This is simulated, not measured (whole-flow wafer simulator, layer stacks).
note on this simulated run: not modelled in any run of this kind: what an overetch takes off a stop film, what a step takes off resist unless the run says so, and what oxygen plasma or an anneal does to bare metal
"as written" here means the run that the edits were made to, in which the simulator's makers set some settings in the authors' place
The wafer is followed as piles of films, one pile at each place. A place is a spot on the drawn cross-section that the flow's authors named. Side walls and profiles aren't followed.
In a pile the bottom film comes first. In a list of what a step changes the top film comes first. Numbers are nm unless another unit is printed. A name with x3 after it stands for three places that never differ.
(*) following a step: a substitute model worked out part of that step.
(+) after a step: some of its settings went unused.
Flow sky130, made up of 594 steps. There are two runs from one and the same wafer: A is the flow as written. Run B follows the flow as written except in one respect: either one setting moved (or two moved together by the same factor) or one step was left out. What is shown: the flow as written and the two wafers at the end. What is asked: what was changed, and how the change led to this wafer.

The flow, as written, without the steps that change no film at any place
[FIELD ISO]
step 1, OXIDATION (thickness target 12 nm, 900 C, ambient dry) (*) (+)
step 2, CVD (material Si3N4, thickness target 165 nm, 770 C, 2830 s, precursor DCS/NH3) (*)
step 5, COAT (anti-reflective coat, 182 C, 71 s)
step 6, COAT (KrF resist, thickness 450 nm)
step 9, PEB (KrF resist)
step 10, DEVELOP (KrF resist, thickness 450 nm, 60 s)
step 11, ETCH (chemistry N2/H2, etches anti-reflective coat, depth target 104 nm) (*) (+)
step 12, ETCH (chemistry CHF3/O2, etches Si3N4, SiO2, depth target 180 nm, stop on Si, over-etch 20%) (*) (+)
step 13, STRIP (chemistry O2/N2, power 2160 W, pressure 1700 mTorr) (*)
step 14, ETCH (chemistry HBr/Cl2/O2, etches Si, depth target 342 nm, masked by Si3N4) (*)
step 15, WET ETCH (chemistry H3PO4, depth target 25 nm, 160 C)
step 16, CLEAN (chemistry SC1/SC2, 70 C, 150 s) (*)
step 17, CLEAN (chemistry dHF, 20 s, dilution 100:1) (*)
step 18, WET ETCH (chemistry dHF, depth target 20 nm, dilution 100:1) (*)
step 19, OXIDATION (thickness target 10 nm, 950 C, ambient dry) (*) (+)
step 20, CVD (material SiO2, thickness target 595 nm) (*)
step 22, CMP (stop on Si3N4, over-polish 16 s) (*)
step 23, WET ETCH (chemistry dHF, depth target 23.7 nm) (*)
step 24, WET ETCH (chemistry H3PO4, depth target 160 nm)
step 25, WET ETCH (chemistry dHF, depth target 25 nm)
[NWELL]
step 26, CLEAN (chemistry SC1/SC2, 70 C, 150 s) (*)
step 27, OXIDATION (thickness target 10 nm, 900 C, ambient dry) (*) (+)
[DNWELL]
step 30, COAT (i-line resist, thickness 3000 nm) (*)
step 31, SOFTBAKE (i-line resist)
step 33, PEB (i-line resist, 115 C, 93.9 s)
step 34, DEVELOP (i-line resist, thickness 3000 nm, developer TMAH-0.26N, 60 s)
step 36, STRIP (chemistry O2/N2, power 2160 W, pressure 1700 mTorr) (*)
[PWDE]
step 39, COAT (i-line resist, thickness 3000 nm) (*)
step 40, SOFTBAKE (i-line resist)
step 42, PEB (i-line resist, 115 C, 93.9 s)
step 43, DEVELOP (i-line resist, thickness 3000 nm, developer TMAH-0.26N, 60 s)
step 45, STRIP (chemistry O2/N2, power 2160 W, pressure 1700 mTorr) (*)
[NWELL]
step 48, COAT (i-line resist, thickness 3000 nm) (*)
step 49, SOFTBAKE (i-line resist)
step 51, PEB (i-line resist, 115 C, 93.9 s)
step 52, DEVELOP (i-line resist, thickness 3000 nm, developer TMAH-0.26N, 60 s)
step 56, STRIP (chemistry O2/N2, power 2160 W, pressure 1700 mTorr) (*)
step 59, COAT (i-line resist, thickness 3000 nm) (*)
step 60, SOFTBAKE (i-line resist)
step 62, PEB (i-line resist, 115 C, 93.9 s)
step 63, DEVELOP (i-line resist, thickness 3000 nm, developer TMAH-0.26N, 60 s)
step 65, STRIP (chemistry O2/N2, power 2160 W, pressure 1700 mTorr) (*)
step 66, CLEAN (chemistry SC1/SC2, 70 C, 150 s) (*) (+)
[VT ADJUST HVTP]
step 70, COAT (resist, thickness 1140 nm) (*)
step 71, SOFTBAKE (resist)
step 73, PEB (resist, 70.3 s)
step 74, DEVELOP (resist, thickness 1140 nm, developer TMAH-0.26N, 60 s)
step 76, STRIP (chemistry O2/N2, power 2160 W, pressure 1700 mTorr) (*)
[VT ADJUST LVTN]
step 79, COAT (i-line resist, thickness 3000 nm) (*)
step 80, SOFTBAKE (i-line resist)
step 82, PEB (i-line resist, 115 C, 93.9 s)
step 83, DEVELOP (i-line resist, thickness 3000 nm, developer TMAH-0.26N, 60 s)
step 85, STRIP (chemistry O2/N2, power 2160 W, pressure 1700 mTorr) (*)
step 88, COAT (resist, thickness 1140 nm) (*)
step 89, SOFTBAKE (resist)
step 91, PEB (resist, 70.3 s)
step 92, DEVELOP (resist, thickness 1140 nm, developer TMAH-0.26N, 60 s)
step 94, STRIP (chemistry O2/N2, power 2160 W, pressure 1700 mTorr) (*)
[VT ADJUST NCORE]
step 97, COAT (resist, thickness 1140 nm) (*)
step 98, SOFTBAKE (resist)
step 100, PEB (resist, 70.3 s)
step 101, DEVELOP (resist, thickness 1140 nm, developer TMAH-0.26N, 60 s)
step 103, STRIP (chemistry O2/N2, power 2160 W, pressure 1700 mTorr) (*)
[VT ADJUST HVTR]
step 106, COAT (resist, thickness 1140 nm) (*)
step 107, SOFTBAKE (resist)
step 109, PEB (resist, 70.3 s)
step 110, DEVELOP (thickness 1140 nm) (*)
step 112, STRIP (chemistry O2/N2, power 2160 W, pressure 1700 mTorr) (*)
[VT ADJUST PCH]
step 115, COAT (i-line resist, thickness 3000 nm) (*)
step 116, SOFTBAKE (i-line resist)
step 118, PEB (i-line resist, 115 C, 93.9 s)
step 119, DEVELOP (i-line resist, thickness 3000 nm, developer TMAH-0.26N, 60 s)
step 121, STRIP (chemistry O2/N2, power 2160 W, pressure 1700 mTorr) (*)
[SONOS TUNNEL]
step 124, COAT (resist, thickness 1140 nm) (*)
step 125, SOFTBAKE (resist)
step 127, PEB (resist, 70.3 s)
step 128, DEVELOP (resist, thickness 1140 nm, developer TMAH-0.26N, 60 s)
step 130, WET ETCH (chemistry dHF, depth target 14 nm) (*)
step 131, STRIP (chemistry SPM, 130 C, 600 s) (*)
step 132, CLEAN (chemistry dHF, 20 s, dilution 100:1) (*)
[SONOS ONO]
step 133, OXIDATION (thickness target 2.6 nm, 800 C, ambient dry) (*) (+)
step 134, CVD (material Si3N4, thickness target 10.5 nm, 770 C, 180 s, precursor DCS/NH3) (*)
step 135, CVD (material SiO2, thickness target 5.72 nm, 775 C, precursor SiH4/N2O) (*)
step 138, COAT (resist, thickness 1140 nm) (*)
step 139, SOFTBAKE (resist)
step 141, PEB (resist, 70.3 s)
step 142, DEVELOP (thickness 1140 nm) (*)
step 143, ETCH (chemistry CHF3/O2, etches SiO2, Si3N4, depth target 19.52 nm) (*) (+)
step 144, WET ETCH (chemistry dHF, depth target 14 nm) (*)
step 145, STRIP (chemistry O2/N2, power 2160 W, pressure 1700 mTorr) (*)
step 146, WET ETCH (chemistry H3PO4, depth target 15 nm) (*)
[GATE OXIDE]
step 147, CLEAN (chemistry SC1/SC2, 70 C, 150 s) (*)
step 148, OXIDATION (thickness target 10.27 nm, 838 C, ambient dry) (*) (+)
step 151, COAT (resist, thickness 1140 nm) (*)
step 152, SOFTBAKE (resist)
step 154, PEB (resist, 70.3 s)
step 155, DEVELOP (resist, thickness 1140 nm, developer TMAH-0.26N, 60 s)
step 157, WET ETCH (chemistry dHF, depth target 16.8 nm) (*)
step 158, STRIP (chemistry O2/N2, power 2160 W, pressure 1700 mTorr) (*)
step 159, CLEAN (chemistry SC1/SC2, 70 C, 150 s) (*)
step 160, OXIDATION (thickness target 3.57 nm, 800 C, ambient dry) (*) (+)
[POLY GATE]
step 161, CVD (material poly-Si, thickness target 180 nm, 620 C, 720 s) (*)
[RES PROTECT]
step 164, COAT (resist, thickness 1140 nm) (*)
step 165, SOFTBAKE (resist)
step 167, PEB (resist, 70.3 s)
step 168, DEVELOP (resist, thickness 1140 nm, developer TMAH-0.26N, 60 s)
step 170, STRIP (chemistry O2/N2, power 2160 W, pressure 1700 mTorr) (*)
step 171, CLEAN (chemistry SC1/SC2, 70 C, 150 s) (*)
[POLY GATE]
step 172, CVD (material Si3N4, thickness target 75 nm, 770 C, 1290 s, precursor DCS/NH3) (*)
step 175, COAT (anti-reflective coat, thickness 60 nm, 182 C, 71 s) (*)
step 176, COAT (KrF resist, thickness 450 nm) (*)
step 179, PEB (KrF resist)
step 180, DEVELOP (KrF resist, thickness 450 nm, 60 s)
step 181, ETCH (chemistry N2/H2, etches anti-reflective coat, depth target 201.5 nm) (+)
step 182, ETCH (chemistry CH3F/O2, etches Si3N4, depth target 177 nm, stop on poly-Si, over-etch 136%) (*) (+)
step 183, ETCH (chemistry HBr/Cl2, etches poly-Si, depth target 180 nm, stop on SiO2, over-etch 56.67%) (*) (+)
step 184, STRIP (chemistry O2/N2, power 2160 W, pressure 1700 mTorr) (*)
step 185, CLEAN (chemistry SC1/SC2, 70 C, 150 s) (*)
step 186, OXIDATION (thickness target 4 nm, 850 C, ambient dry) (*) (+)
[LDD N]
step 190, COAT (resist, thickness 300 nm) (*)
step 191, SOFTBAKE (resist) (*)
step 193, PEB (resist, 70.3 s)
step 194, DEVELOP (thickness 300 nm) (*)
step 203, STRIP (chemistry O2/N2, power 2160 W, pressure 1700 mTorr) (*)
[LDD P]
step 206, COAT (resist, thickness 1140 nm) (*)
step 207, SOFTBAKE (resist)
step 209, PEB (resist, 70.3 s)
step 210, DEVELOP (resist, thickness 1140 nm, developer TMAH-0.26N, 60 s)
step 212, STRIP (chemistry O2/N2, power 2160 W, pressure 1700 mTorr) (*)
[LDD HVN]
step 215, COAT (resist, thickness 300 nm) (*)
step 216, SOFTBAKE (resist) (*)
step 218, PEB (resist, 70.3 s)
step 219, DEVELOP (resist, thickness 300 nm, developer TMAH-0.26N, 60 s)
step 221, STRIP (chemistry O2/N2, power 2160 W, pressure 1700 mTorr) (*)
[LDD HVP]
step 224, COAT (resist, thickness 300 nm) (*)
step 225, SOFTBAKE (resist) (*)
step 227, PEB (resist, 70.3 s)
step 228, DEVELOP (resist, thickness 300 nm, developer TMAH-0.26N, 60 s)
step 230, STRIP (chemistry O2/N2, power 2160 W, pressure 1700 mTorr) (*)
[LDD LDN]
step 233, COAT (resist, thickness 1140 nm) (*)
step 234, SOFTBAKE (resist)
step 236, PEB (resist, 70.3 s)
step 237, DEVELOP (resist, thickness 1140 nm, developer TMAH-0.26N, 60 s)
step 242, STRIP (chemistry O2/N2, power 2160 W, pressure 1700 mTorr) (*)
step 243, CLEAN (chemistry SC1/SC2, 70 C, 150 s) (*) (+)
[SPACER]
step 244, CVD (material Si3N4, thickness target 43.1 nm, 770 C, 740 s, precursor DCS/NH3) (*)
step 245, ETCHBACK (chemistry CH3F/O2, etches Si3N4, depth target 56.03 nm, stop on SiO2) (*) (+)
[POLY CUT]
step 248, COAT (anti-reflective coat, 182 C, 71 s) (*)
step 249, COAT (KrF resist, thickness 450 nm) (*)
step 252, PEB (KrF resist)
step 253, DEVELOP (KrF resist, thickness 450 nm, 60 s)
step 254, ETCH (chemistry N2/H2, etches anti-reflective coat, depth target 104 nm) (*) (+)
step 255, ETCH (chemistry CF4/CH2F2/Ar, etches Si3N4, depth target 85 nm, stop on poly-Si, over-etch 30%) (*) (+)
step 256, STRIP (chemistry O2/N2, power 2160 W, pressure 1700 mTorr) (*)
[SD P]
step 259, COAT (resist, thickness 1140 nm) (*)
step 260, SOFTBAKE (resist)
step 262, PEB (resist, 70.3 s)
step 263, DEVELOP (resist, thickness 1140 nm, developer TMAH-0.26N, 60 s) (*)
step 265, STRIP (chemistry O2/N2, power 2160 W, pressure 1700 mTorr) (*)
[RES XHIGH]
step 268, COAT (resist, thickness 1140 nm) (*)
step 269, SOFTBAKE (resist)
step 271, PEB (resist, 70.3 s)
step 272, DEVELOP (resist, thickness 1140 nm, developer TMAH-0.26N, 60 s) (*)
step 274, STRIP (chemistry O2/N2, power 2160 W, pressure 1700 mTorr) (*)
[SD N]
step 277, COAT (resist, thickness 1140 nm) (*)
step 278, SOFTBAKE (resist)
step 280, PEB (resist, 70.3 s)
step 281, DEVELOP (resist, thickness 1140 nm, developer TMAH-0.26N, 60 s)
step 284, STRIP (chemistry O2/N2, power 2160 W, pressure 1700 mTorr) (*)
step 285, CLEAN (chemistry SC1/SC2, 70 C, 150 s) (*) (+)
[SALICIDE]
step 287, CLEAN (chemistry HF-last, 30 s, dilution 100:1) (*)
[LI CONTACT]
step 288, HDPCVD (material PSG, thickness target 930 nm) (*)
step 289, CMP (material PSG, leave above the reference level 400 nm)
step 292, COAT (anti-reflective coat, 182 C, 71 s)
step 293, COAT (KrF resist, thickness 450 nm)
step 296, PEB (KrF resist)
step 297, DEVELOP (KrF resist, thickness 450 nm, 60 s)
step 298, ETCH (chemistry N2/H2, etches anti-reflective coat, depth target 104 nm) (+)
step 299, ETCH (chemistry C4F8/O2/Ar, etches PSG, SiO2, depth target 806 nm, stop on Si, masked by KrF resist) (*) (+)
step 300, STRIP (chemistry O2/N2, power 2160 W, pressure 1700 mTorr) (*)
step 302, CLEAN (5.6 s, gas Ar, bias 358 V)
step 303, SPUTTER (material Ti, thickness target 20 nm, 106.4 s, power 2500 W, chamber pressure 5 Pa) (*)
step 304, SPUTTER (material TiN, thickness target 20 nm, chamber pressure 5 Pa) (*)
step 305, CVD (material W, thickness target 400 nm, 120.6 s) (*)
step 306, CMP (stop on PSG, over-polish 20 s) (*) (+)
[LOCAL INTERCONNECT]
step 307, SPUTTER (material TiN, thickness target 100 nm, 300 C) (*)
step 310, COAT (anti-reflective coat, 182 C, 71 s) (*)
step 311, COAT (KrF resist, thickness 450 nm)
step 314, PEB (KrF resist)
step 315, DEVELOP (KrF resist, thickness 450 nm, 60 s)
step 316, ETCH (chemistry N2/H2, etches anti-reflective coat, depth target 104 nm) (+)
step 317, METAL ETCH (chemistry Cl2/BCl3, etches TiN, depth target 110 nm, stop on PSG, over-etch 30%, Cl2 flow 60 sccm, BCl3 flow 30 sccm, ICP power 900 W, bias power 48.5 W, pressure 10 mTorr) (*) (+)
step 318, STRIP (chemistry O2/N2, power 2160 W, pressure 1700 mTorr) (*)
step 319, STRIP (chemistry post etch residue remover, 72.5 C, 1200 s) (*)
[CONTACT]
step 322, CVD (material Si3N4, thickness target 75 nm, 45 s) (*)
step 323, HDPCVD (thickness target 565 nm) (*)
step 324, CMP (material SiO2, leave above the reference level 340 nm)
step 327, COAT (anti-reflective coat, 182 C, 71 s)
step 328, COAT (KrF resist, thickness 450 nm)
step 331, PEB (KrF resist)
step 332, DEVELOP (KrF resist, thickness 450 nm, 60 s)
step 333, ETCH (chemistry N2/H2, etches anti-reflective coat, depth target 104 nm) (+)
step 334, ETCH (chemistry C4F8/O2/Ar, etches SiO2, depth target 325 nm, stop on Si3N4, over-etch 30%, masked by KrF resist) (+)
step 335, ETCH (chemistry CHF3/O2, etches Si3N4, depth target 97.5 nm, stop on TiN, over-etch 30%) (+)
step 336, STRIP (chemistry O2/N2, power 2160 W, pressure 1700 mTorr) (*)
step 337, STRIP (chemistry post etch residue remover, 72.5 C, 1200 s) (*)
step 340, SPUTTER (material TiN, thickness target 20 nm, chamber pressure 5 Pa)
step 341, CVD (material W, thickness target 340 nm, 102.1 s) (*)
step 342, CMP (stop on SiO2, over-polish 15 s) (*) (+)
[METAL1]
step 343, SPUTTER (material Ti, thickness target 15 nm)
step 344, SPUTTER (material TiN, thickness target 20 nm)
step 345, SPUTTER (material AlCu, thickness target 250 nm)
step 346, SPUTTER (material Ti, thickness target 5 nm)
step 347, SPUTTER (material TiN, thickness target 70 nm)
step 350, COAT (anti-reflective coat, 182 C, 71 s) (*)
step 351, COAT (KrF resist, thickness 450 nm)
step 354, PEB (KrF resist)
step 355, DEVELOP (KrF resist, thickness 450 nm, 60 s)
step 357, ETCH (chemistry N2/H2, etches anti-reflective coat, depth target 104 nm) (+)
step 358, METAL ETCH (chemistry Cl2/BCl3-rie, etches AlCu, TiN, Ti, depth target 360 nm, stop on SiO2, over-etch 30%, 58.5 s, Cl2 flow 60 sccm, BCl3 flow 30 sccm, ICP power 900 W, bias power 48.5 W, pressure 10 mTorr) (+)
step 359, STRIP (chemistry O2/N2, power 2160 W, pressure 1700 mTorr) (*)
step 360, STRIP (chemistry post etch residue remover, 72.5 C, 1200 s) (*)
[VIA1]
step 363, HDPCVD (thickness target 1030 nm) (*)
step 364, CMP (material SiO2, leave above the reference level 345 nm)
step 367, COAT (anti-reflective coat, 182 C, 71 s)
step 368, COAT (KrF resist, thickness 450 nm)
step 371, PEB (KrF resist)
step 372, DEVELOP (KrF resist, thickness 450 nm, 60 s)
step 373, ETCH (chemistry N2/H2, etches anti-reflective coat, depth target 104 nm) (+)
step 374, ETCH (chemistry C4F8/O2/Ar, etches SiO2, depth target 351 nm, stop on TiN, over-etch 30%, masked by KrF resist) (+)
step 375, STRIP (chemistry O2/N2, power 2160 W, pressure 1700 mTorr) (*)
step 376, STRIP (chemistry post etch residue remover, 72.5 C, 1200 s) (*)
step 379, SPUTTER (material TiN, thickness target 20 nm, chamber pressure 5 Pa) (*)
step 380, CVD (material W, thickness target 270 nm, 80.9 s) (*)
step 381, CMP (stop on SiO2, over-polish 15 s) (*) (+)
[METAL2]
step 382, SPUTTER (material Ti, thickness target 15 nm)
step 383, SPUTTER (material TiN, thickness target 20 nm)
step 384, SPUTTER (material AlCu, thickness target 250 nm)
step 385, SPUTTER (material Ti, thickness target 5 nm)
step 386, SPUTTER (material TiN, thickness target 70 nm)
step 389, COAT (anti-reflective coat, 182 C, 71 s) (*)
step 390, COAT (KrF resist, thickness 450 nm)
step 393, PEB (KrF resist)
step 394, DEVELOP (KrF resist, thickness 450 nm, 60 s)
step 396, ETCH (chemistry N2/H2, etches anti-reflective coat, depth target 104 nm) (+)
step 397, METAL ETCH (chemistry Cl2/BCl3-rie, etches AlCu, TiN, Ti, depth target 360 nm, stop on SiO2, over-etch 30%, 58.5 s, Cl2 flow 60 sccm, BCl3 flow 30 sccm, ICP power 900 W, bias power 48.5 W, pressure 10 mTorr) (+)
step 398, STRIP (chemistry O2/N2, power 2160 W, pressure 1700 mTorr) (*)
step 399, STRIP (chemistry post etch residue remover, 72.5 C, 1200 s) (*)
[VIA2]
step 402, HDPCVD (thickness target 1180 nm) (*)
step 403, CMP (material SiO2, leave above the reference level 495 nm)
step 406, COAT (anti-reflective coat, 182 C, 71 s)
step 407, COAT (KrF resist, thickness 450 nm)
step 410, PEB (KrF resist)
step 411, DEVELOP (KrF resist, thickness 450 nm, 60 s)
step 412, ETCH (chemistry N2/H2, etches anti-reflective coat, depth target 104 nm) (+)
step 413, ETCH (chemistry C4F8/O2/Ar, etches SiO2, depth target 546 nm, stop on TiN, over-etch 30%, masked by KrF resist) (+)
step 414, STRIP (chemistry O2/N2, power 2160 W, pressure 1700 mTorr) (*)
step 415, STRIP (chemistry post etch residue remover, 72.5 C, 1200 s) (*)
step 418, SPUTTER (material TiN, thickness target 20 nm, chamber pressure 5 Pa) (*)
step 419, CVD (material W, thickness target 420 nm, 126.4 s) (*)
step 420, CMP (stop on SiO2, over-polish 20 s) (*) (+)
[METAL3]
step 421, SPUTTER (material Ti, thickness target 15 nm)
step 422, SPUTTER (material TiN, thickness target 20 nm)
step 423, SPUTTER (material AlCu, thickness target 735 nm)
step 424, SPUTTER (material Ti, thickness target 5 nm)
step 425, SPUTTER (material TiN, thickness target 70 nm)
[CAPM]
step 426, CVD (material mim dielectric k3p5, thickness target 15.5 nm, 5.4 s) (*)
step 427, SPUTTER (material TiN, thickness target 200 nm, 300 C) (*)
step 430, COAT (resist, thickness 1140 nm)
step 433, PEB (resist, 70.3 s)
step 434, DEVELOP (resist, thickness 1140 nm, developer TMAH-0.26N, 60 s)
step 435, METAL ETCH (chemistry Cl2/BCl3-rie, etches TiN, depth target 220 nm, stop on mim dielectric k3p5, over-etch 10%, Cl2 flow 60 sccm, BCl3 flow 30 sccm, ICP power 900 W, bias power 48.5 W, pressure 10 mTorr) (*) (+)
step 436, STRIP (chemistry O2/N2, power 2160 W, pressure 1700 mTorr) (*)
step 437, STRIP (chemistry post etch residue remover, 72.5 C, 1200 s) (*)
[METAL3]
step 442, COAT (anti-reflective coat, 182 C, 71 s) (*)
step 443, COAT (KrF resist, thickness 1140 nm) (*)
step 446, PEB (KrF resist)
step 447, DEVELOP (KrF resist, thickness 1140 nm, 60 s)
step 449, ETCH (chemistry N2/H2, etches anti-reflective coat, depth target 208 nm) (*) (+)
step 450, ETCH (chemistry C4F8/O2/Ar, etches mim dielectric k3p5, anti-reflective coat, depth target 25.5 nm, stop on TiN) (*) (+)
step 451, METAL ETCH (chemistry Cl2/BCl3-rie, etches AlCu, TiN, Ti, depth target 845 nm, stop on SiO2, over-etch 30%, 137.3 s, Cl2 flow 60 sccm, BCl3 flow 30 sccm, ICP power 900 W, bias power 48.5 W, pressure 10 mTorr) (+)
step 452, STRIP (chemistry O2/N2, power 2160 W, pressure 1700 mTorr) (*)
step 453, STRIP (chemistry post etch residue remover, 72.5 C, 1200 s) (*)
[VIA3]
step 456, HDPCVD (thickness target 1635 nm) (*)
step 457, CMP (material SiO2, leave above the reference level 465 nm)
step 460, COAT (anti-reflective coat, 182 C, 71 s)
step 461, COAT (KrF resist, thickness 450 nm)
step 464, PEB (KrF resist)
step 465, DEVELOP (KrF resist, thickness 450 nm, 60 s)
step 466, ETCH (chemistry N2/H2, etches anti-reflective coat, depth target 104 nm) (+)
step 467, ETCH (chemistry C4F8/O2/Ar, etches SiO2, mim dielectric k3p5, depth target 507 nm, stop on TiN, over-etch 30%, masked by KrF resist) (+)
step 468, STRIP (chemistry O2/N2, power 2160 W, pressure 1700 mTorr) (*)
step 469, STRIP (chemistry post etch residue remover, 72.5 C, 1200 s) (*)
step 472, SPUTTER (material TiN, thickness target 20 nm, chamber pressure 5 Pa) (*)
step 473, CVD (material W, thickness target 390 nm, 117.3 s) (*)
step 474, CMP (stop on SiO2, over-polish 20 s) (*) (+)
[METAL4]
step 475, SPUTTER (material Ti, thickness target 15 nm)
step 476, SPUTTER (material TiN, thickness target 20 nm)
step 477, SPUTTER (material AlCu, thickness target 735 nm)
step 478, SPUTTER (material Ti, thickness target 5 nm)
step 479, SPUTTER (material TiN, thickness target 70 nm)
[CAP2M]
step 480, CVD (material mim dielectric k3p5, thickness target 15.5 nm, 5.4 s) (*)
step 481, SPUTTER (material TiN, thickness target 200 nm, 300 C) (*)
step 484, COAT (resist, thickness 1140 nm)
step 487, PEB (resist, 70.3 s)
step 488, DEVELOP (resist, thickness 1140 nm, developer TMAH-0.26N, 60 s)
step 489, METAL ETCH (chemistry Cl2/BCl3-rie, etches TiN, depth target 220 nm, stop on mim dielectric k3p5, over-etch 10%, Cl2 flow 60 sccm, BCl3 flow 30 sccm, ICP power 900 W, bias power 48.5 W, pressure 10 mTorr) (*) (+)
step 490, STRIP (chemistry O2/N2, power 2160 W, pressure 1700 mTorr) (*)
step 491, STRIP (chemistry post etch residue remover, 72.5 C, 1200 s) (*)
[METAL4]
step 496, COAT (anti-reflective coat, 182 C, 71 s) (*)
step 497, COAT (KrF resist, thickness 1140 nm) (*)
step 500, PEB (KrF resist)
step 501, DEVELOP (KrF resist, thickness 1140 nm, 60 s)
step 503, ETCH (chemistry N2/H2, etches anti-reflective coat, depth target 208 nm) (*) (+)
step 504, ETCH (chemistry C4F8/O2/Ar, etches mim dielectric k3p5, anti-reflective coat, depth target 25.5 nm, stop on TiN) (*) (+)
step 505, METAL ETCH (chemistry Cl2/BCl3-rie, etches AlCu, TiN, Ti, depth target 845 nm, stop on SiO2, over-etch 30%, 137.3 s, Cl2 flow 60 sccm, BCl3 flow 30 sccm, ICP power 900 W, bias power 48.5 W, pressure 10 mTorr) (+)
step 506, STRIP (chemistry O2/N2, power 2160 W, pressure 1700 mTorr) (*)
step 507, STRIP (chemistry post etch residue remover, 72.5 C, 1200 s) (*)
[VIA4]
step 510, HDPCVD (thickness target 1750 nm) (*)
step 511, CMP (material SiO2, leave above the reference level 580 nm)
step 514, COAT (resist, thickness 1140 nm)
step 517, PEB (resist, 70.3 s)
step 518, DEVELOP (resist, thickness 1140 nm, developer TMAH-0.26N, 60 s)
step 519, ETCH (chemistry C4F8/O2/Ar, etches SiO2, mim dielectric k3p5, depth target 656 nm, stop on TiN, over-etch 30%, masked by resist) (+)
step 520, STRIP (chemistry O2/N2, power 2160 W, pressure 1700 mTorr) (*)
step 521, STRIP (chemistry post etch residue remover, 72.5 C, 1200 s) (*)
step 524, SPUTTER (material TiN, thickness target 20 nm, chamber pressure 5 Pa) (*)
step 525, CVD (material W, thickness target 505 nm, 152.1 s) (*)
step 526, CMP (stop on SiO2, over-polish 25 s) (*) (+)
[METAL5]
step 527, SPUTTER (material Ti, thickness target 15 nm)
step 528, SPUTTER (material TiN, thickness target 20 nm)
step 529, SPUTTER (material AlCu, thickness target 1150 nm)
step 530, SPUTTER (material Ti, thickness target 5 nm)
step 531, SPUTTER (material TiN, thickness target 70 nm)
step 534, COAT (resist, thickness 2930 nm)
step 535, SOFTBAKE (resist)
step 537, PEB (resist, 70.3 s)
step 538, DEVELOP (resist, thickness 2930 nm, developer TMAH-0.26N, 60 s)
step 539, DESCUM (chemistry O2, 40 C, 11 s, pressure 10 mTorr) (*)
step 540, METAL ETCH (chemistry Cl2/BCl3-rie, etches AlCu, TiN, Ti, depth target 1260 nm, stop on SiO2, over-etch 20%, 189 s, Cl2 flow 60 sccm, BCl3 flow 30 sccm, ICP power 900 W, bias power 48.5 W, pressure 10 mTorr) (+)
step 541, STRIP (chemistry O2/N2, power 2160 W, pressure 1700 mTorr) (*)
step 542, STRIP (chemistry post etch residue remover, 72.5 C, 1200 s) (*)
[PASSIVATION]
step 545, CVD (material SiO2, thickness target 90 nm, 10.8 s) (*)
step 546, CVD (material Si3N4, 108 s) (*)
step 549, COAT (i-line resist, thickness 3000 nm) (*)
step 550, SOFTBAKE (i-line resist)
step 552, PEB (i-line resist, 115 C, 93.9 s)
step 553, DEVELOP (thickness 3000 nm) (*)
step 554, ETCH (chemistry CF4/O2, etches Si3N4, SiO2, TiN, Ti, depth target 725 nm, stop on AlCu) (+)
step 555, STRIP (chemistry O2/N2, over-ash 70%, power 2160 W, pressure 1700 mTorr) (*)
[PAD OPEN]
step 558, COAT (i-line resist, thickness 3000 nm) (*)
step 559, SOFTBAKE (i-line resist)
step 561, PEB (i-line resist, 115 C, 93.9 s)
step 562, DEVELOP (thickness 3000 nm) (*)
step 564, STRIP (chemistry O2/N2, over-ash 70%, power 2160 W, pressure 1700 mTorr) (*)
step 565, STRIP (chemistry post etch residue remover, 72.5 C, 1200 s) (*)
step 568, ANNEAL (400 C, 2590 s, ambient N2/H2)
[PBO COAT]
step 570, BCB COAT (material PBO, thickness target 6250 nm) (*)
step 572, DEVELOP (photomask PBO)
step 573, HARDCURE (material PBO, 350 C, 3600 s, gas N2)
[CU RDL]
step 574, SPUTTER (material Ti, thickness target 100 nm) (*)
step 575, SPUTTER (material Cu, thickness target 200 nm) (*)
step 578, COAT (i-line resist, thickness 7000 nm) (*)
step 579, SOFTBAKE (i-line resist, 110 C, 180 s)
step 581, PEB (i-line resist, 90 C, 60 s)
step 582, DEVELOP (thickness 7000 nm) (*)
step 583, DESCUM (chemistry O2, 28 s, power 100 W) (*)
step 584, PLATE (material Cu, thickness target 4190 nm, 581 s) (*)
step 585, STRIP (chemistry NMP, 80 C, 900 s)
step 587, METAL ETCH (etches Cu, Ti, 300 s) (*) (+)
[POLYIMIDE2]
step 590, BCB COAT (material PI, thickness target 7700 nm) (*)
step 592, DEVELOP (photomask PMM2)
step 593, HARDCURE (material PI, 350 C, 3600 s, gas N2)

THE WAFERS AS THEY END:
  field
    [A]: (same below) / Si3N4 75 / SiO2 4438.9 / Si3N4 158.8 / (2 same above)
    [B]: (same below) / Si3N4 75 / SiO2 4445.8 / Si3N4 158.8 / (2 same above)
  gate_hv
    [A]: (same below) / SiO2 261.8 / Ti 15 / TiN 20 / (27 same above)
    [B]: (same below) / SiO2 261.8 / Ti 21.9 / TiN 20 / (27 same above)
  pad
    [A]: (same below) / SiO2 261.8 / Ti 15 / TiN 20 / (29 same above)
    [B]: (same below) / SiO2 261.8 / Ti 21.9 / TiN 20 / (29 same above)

Cause: step 343, SPUTTER: thickness target 21.9 nm was run, while the flow as written has thickness target 15 nm.
The wafer lets one read it off: gate_hv has Ti 21.9, and step 343 as written asks for 15 nm.

The path from the change to this, step by step:
  step 343, SPUTTER (material Ti, thickness target 15 nm)
      field, active, n_well and 188 more: A Ti gains 15 (new film) | B Ti gains 21.9 (new film)
  step 358, METAL ETCH (chemistry Cl2/BCl3-rie, etches AlCu, TiN, Ti, depth target 360 nm, stop on SiO2, over-etch 30%, 58.5 s, Cl2 flow 60 sccm, BCl3 flow 30 sccm, ICP power 900 W, bias power 48.5 W, pressure 10 mTorr) (+)
      field, active, gate and 81 more: A TiN loses 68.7 (all of it), Ti loses 5 (all of it), AlCu loses 250 (all of it), TiN loses 20 (all of it), Ti loses 15 (all of it), SiO2 loses 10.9 | B TiN loses 68.7 (all of it), Ti loses 5 (all of it), AlCu loses 250 (all of it), TiN loses 20 (all of it), Ti loses 21.9 (all of it), SiO2 loses 10.2
